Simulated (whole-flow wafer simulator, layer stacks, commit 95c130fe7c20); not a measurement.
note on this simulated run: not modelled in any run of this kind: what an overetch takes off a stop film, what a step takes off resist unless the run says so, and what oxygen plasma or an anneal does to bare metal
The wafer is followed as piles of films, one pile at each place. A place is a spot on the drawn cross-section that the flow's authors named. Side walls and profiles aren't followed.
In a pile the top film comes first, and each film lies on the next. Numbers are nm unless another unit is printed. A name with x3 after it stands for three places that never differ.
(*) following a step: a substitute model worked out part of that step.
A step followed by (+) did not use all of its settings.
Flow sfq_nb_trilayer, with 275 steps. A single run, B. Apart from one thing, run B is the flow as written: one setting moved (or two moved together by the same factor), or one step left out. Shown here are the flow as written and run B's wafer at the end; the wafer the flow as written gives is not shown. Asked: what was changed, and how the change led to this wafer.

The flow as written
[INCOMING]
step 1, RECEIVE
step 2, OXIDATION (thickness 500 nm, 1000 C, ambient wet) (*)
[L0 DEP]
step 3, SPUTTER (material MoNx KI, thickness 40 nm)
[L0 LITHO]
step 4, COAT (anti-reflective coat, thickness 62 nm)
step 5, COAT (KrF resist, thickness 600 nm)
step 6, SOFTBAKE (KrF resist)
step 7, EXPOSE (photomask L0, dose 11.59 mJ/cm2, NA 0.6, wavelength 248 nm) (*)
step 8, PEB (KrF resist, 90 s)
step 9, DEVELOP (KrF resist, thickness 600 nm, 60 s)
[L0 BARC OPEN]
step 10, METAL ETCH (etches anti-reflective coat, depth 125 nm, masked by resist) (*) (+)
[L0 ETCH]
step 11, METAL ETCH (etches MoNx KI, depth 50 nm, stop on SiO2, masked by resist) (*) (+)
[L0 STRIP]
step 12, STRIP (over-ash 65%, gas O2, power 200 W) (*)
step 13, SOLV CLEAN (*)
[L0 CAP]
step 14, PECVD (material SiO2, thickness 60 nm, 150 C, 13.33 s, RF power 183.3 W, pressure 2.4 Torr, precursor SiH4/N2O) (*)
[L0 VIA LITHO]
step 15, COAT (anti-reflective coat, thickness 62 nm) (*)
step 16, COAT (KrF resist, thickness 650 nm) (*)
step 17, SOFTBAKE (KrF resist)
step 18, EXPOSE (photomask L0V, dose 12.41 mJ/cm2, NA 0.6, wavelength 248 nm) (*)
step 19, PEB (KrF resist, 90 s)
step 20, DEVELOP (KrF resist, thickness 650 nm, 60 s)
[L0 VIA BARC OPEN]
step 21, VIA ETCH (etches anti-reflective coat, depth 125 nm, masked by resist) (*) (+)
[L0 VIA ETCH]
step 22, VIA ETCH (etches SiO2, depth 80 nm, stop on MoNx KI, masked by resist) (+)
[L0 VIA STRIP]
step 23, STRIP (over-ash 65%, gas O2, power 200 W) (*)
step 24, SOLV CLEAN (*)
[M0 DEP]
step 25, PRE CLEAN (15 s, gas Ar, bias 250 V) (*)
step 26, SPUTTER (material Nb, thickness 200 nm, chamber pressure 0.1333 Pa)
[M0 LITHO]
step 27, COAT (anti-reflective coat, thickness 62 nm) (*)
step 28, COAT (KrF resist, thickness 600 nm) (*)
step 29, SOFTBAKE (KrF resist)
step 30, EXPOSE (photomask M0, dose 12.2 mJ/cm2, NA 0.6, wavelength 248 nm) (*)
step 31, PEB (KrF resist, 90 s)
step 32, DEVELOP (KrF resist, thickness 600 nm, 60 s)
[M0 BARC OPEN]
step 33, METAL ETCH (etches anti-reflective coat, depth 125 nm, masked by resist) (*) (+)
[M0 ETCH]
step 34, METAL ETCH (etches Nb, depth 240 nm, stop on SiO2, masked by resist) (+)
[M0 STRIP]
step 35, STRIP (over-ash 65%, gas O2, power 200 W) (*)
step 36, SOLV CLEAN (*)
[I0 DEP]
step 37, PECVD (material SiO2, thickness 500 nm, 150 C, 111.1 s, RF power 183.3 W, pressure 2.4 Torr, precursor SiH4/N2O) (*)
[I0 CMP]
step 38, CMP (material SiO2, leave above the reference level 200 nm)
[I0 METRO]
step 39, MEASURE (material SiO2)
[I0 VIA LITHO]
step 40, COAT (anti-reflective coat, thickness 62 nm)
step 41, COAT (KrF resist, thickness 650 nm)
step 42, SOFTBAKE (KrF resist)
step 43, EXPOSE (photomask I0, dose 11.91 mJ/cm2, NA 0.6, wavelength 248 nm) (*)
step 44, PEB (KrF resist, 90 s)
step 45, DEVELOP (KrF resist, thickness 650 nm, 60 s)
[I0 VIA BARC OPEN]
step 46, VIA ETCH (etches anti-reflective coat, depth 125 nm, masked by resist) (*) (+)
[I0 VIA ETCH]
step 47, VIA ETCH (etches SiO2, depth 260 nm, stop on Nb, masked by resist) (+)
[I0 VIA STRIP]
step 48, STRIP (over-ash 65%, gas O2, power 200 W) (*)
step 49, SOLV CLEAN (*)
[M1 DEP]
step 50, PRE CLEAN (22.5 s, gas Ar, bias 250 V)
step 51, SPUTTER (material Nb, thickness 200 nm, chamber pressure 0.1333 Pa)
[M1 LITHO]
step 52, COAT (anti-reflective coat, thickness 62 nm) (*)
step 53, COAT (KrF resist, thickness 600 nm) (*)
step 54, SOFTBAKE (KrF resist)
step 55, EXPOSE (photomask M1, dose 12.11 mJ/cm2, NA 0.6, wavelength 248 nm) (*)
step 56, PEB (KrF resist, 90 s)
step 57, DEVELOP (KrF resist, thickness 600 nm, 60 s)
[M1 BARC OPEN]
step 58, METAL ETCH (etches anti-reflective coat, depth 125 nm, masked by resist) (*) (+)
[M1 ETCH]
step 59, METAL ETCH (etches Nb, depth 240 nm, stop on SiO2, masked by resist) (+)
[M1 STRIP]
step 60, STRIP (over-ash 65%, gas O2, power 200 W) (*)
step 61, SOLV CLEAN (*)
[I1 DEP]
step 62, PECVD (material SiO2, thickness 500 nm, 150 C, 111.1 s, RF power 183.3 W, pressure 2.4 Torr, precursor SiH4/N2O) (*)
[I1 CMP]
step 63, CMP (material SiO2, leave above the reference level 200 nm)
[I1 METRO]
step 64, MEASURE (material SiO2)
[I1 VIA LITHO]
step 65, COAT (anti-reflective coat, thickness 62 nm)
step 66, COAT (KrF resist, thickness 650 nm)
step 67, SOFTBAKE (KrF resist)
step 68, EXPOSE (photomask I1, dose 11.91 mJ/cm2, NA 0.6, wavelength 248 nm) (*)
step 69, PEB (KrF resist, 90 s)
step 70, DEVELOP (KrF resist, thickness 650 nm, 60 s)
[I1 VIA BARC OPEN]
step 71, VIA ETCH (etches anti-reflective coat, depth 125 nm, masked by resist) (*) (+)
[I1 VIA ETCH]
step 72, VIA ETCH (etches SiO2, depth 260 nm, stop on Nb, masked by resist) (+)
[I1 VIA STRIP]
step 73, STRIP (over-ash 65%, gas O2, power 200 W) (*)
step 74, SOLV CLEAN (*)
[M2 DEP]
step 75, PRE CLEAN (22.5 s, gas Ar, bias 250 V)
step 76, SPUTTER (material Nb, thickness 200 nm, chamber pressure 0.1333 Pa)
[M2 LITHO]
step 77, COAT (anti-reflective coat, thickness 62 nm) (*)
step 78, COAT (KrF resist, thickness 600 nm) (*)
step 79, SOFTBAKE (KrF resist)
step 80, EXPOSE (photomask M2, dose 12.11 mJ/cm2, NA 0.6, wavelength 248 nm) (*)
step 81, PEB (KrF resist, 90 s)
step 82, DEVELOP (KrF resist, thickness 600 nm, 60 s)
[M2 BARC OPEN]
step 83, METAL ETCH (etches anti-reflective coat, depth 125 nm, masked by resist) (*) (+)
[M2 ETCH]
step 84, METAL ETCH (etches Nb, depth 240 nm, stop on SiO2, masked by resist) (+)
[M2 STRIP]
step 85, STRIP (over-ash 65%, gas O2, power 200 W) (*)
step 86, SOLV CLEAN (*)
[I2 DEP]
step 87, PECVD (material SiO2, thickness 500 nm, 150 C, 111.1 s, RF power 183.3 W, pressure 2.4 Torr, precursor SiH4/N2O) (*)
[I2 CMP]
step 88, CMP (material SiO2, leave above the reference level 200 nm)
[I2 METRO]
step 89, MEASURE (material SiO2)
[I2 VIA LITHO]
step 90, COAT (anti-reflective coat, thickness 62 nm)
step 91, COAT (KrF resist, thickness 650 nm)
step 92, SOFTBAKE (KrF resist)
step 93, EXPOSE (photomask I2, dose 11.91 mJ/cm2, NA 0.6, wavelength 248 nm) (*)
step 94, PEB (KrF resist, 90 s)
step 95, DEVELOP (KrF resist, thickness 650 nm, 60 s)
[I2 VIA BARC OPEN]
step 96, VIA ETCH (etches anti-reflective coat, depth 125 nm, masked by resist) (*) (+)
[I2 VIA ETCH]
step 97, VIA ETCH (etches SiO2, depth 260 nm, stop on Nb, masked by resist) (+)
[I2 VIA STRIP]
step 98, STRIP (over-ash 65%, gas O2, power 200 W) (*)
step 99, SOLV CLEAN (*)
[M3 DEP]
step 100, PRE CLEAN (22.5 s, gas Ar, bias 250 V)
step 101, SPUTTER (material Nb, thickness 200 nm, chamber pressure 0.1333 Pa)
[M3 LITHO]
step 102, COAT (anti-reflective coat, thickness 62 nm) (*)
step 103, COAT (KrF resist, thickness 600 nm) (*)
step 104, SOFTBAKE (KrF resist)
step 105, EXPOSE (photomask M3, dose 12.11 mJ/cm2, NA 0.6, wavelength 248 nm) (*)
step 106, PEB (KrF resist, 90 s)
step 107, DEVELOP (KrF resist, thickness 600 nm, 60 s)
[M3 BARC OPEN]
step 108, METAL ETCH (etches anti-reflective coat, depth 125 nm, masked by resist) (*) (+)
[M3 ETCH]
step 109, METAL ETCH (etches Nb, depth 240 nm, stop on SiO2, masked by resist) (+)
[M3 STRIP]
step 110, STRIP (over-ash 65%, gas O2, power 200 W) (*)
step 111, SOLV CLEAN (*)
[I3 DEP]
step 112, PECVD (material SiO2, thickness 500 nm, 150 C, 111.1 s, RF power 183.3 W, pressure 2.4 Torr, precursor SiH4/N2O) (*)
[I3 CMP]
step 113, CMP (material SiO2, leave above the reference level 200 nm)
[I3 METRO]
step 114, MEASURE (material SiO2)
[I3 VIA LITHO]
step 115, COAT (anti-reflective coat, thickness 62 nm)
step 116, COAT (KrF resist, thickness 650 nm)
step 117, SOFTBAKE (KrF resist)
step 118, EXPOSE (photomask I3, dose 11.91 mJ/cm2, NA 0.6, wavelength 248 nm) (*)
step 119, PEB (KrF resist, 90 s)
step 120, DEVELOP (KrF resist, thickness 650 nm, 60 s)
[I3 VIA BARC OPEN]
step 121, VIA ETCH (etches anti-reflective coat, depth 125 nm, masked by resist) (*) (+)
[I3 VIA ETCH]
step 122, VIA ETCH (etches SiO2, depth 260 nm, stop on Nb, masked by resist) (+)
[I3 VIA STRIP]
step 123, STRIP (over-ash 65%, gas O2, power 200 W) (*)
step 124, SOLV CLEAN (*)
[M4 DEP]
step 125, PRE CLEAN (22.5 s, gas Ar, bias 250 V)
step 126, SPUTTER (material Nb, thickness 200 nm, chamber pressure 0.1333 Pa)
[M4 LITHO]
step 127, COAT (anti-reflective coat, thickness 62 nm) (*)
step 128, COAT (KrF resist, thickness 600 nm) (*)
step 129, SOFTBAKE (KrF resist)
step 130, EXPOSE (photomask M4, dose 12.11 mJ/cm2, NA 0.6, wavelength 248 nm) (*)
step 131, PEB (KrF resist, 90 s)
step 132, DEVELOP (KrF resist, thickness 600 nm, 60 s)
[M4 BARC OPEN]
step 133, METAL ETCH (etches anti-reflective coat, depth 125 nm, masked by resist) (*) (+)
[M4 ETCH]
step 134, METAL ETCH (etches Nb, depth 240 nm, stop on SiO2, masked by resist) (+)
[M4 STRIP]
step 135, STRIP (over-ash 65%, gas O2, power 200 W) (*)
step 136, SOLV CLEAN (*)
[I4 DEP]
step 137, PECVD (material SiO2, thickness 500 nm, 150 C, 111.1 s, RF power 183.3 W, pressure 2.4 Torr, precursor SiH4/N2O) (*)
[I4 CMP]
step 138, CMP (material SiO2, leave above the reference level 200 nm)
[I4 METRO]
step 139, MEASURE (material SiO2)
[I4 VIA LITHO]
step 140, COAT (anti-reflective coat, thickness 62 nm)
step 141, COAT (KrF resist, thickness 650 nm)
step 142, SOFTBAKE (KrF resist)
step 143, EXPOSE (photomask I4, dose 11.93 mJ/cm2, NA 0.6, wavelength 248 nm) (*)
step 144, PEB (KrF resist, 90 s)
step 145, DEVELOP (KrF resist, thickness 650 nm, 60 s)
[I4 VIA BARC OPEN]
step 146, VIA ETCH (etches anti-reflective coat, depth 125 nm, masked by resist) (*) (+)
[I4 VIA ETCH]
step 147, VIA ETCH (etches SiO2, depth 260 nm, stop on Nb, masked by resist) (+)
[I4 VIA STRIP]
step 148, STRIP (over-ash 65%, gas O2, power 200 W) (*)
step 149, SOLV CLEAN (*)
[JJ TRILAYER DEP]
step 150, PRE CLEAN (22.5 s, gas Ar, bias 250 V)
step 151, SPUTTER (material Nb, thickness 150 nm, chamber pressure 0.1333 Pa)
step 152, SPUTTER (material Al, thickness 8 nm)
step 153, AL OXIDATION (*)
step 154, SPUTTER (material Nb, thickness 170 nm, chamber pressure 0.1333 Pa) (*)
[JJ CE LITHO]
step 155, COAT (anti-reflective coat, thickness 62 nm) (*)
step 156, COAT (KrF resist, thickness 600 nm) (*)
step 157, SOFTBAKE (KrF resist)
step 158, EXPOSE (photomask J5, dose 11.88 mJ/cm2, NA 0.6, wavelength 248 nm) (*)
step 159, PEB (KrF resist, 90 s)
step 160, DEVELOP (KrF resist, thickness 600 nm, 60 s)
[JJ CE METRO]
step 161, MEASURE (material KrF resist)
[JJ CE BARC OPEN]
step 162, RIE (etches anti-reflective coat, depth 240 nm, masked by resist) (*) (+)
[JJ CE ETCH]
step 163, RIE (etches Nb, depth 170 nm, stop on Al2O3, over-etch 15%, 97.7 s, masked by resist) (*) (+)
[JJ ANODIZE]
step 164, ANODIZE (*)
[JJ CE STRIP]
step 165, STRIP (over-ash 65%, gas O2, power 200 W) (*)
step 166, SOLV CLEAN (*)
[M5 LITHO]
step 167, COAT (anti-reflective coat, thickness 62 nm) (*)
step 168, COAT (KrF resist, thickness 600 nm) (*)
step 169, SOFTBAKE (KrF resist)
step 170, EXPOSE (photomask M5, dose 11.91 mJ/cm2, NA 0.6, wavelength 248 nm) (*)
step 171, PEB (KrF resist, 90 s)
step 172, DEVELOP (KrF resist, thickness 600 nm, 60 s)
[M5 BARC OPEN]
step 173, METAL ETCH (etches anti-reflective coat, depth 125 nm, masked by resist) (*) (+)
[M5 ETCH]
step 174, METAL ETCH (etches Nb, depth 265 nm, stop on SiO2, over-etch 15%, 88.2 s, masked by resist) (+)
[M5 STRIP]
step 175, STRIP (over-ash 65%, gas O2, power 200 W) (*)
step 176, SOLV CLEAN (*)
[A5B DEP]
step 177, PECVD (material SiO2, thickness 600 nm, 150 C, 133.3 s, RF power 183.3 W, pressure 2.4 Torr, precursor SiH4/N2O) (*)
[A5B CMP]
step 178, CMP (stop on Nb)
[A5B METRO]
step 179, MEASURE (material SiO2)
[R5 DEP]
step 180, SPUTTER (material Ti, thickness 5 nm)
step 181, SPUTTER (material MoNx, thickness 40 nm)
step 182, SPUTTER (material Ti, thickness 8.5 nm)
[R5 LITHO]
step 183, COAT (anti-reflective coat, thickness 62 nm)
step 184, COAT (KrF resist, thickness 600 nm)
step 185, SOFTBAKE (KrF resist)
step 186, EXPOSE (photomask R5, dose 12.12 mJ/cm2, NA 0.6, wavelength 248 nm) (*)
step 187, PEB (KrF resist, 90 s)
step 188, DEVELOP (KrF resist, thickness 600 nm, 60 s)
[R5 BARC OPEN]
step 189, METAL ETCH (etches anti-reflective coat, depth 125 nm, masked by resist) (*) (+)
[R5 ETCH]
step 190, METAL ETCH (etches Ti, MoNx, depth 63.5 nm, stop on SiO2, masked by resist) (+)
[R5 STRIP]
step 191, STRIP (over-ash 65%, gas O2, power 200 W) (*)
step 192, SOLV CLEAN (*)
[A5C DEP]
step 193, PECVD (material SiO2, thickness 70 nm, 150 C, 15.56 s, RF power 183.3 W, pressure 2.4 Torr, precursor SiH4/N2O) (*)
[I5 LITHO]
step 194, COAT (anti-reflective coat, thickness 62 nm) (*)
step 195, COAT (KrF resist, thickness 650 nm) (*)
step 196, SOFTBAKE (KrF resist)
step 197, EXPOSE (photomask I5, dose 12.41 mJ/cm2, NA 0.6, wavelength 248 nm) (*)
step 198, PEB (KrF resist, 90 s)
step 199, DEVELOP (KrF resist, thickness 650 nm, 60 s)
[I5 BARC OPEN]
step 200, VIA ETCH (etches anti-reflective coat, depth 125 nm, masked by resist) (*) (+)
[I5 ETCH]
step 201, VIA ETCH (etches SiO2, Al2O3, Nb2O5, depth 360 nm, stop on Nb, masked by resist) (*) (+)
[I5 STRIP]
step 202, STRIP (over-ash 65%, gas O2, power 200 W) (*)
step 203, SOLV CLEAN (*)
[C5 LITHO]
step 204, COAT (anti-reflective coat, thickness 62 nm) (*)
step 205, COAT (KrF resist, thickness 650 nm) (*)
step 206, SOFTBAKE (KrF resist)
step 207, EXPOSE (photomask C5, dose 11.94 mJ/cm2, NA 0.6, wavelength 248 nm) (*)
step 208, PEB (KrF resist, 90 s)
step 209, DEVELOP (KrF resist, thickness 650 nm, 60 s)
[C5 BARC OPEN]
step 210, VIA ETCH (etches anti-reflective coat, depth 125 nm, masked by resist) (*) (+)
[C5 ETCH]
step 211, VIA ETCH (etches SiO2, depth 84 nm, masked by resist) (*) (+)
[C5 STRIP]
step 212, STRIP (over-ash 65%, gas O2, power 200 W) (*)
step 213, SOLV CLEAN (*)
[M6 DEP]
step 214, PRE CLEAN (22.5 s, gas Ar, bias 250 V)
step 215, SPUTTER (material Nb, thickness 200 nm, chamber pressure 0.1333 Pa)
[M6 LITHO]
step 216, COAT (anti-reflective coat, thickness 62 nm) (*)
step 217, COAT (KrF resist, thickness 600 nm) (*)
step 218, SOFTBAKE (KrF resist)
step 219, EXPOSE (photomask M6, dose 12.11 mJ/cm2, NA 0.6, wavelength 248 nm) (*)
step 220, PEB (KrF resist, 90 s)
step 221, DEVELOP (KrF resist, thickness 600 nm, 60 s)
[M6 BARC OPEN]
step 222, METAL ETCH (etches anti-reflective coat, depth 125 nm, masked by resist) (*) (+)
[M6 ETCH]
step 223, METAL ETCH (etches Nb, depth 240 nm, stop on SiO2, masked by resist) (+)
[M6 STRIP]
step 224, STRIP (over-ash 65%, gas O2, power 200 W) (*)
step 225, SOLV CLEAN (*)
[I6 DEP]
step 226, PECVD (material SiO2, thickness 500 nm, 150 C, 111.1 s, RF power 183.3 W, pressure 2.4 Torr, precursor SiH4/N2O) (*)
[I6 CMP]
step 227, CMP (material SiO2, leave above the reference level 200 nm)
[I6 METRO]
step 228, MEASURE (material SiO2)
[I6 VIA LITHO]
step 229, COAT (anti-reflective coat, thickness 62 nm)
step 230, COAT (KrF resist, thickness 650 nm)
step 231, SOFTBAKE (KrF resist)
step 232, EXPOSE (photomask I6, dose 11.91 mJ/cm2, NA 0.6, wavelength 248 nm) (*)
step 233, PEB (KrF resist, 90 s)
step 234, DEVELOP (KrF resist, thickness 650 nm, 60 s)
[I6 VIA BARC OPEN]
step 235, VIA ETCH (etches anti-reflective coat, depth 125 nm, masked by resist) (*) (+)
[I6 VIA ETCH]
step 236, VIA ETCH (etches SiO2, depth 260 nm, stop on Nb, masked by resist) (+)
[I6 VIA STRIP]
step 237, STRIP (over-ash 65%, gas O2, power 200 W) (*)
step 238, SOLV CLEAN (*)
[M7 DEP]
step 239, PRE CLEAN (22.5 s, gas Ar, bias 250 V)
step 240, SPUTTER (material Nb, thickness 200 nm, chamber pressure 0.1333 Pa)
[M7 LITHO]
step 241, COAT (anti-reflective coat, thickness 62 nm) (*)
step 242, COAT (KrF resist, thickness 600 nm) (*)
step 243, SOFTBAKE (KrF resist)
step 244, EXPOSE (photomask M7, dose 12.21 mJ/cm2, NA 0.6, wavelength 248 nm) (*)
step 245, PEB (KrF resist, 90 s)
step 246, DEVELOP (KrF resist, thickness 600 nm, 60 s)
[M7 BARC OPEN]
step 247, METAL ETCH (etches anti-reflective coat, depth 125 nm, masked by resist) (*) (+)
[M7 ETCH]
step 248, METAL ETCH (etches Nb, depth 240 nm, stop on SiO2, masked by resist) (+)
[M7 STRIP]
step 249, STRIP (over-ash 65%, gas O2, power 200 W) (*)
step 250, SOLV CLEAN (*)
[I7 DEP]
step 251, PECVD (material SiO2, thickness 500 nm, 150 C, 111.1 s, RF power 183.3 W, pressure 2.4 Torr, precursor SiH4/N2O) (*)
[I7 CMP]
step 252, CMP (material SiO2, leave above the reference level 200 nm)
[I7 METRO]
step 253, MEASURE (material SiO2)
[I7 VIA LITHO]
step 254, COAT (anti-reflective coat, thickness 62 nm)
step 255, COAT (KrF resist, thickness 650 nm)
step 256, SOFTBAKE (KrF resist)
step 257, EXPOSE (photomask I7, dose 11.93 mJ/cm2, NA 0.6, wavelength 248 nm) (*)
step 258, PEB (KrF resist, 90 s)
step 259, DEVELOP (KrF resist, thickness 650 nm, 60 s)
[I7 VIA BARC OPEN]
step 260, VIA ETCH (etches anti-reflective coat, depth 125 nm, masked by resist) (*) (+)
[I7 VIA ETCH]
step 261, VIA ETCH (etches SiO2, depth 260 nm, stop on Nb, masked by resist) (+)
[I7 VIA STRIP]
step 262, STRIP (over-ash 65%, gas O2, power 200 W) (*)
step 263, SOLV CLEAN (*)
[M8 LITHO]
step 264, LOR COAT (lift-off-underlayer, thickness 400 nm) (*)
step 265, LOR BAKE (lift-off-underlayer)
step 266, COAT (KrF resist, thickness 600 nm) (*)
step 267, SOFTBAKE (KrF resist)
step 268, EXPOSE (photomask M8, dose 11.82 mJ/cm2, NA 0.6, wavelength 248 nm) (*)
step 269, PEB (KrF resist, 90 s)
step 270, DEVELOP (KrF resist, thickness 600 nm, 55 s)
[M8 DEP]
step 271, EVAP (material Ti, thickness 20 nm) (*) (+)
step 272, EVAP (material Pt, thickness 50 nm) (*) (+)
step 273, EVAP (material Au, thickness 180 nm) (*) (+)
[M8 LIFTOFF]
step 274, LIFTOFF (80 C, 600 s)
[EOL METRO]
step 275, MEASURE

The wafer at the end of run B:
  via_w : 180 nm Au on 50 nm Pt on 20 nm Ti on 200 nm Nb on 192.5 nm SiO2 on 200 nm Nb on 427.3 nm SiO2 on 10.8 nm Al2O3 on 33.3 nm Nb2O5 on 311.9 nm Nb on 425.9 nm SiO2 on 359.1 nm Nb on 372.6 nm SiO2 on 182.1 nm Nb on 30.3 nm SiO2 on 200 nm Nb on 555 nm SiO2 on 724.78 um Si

The reason: step 47, VIA ETCH: depth 162 nm was run, while the flow as written has depth 260 nm.

The path from the change to this, step by step:
  step 47, VIA ETCH (etches SiO2, depth 260 nm, stop on Nb, masked by resist) (+)
      via_w: SiO2 loses 162 (as written it would have been: SiO2 loses 199.8 (all of it))
      field_l, v_sur, via_wl and 102 more: KrF resist loses 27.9 (as written it would have been: KrF resist loses 44.8)
  step 48, STRIP (over-ash 65%, gas O2, power 200 W) (*)
      field_l, v_sur, via_wl and 102 more: KrF resist loses 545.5 (all of it), anti-reflective coat loses 62 (all of it) (as written it would have been: KrF resist loses 528.6 (all of it), anti-reflective coat loses 62 (all of it))
  step 50, PRE CLEAN (22.5 s, gas Ar, bias 250 V)
      via_w: SiO2 loses 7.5 (as written it would have been: Nb loses 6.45)
  step 51, SPUTTER (material Nb, thickness 200 nm, chamber pressure 0.1333 Pa)
      via_w: Nb gains 182.1 (new film) (as written it would have been: Nb gains 174.5)
  step 52, COAT (anti-reflective coat, thickness 62 nm) (*)
      via_w: anti-reflective coat gains 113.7 (new film) (as written it would have been: anti-reflective coat gains 123.1 (new film))
      via_wr: anti-reflective coat gains 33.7 (new film) (as written it would have been: anti-reflective coat gains 34.9 (new film))
  step 53, COAT (KrF resist, thickness 600 nm) (*)
      via_w: KrF resist gains 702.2 (new film) (as written it would have been: KrF resist gains 731.8 (new film))
  step 60, STRIP (over-ash 65%, gas O2, power 200 W) (*)
      via_w: KrF resist loses 484.4 (all of it), anti-reflective coat loses 113.7 (all of it) (as written it would have been: KrF resist loses 513.8 (all of it), anti-reflective coat loses 123.1 (all of it))
      via_wr: KrF resist loses 389.7 (all of it), anti-reflective coat loses 33.7 (all of it) (as written it would have been: KrF resist loses 384.4 (all of it), anti-reflective coat loses 34.9 (all of it))
  step 62, PECVD (material SiO2, thickness 500 nm, 150 C, 111.1 s, RF power 183.3 W, pressure 2.4 Torr, precursor SiH4/N2O) (*)
      via_w: SiO2 gains 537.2 (new film) (as written it would have been: SiO2 gains 606 (new film))
  step 63, CMP (material SiO2, leave above the reference level 200 nm)
      via_w: SiO2 loses 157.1 (as written it would have been: SiO2 loses 181.6)
If metal films that touch count as one body, via_w has 6 bodies (between them, from the top down: SiO2 192.5; SiO2 427.3 / Al2O3 10.8 / Nb2O5 33.3; SiO2 425.9; SiO2 372.6; SiO2 30.3); the flow as written gives 5 bodies (between them, from the top down: SiO2 192.5; SiO2 427.3 / Al2O3 10.8 / Nb2O5 33.3; SiO2 425.9; SiO2 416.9).
